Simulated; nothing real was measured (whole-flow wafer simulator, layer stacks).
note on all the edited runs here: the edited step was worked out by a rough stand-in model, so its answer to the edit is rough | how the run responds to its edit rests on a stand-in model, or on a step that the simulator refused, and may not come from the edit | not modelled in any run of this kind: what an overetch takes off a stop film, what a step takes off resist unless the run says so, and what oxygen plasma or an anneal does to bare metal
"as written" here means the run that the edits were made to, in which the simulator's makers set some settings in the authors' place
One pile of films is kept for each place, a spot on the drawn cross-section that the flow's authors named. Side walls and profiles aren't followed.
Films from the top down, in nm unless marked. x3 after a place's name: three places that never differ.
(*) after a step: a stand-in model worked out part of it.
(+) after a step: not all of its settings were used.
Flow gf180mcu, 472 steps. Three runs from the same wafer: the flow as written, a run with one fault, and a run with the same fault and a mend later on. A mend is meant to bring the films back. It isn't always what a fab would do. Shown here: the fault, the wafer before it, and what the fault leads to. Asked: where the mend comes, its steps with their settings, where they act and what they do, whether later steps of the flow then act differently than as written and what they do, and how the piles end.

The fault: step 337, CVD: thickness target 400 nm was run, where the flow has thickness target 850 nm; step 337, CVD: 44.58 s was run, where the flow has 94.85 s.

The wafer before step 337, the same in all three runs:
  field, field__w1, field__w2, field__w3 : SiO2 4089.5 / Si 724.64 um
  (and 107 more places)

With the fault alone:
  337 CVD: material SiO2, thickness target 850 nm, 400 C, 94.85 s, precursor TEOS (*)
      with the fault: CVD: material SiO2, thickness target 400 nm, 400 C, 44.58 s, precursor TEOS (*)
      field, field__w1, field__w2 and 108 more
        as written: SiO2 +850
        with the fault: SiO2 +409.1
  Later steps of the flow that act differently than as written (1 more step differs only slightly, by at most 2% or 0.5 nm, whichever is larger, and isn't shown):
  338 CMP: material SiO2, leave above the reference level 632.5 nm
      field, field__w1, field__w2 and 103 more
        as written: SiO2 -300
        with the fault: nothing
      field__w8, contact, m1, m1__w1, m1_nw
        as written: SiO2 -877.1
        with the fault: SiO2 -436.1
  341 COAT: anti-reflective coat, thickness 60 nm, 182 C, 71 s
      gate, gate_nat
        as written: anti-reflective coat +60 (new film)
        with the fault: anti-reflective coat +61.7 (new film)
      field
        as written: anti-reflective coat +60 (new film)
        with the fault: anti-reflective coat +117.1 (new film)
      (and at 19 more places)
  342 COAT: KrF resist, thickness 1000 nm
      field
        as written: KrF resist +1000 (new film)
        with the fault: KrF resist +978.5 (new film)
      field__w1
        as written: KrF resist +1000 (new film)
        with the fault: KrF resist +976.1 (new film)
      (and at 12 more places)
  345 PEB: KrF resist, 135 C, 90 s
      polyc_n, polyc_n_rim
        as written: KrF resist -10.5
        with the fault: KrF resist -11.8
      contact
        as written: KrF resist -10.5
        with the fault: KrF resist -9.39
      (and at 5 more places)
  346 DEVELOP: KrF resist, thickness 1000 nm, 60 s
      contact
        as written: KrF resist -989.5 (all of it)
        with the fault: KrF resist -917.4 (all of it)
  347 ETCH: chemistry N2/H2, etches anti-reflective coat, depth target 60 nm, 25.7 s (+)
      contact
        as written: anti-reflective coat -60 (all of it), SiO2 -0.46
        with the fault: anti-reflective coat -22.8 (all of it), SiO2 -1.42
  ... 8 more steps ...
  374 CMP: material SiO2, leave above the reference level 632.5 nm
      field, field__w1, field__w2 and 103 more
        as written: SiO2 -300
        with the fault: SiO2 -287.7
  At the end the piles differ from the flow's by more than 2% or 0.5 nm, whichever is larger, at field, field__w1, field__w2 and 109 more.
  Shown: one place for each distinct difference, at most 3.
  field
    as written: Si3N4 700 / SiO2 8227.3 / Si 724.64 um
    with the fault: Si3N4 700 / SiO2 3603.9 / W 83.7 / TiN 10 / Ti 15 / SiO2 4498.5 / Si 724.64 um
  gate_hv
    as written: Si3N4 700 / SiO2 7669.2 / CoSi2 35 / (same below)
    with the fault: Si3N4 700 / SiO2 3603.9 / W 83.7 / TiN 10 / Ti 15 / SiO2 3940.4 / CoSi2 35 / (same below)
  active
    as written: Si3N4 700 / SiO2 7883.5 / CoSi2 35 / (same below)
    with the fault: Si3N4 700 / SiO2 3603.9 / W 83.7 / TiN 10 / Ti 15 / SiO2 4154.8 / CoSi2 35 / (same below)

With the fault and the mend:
  The mend comes after step 337.
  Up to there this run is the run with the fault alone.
  337a CVD: material SiO2, thickness target 450 nm, 400 C, 50.22 s, precursor TEOS (*) (the flow's step 337 once more, with other settings)
      field, field__w1, field__w2 and 108 more
        SiO2 +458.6
  Later steps of the flow that act differently than as written:
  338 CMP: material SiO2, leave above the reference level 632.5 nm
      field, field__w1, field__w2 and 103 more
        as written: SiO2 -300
        with the mend: SiO2 -317.6
  At the end the piles are the same as the flow's at every place that both follow.
